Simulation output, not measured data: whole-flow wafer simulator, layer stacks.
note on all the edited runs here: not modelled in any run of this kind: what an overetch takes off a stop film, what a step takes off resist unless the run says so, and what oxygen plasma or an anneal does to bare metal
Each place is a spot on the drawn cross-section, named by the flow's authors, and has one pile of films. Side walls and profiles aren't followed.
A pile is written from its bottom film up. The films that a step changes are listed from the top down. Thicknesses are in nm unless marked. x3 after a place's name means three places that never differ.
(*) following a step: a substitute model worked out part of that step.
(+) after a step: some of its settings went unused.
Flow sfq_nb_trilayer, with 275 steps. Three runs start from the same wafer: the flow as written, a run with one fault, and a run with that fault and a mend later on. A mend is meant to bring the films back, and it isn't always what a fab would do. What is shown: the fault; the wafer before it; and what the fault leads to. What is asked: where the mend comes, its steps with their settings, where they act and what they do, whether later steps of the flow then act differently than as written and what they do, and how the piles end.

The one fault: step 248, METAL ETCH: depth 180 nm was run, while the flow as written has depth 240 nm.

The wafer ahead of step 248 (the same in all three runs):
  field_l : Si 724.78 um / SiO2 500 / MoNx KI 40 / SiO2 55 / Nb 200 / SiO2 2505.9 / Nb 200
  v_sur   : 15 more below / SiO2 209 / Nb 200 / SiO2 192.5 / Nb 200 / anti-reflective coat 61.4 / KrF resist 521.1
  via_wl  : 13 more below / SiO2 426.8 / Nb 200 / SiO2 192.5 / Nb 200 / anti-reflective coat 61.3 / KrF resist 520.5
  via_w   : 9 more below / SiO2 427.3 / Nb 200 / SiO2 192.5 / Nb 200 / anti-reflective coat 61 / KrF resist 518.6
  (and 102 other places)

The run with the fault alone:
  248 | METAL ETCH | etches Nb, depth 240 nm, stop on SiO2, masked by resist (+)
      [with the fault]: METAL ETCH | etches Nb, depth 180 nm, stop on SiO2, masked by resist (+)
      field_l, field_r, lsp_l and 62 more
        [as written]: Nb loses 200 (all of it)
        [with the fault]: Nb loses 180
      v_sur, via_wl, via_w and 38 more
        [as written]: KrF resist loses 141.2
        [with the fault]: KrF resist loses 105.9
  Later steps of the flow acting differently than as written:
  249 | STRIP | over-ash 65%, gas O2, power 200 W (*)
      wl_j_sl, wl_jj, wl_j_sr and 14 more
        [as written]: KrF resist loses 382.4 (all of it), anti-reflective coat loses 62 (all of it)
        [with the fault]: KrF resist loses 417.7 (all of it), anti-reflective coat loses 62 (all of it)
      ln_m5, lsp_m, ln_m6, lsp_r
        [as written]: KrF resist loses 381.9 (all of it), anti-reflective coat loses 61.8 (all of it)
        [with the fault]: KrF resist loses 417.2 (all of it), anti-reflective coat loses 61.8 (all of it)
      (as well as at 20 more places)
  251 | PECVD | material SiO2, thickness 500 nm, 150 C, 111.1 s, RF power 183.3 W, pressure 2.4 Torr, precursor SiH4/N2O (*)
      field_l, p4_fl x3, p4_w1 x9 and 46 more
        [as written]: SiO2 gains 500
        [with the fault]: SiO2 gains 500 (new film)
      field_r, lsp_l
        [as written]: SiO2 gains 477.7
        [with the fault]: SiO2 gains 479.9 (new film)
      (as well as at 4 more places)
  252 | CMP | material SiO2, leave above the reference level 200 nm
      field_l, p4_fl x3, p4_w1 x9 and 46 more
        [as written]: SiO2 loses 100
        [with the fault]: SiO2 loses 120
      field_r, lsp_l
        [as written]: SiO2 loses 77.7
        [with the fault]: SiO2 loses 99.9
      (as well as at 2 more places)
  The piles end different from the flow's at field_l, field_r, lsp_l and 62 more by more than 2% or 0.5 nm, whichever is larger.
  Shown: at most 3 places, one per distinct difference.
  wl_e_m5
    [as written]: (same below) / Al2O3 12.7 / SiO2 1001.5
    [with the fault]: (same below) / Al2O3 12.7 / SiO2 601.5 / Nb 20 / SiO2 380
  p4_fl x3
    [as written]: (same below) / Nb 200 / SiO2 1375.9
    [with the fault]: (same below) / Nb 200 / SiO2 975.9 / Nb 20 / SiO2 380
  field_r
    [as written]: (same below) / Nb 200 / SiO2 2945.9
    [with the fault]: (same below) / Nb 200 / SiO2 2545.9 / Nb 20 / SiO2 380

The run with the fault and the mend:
  The mend follows step 248.
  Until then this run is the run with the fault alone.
  248a | METAL ETCH | etches Nb, depth 60 nm, stop on SiO2, masked by resist (+) (the flow's step 248 again, with other settings)
      field_l, field_r, lsp_l and 62 more
        Nb loses 20 (all of it)
      v_sur, via_wl, via_w and 38 more
        KrF resist loses 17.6
  Later steps of the flow acting differently than as written:
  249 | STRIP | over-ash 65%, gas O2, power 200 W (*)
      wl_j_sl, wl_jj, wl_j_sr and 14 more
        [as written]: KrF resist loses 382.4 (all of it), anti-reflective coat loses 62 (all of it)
        [with the mend]: KrF resist loses 400 (all of it), anti-reflective coat loses 62 (all of it)
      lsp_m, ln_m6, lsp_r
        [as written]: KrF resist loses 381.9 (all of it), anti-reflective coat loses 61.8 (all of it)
        [with the mend]: KrF resist loses 399.6 (all of it), anti-reflective coat loses 61.8 (all of it)
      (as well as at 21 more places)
  At every place that both follow, the piles at the end match the flow's.
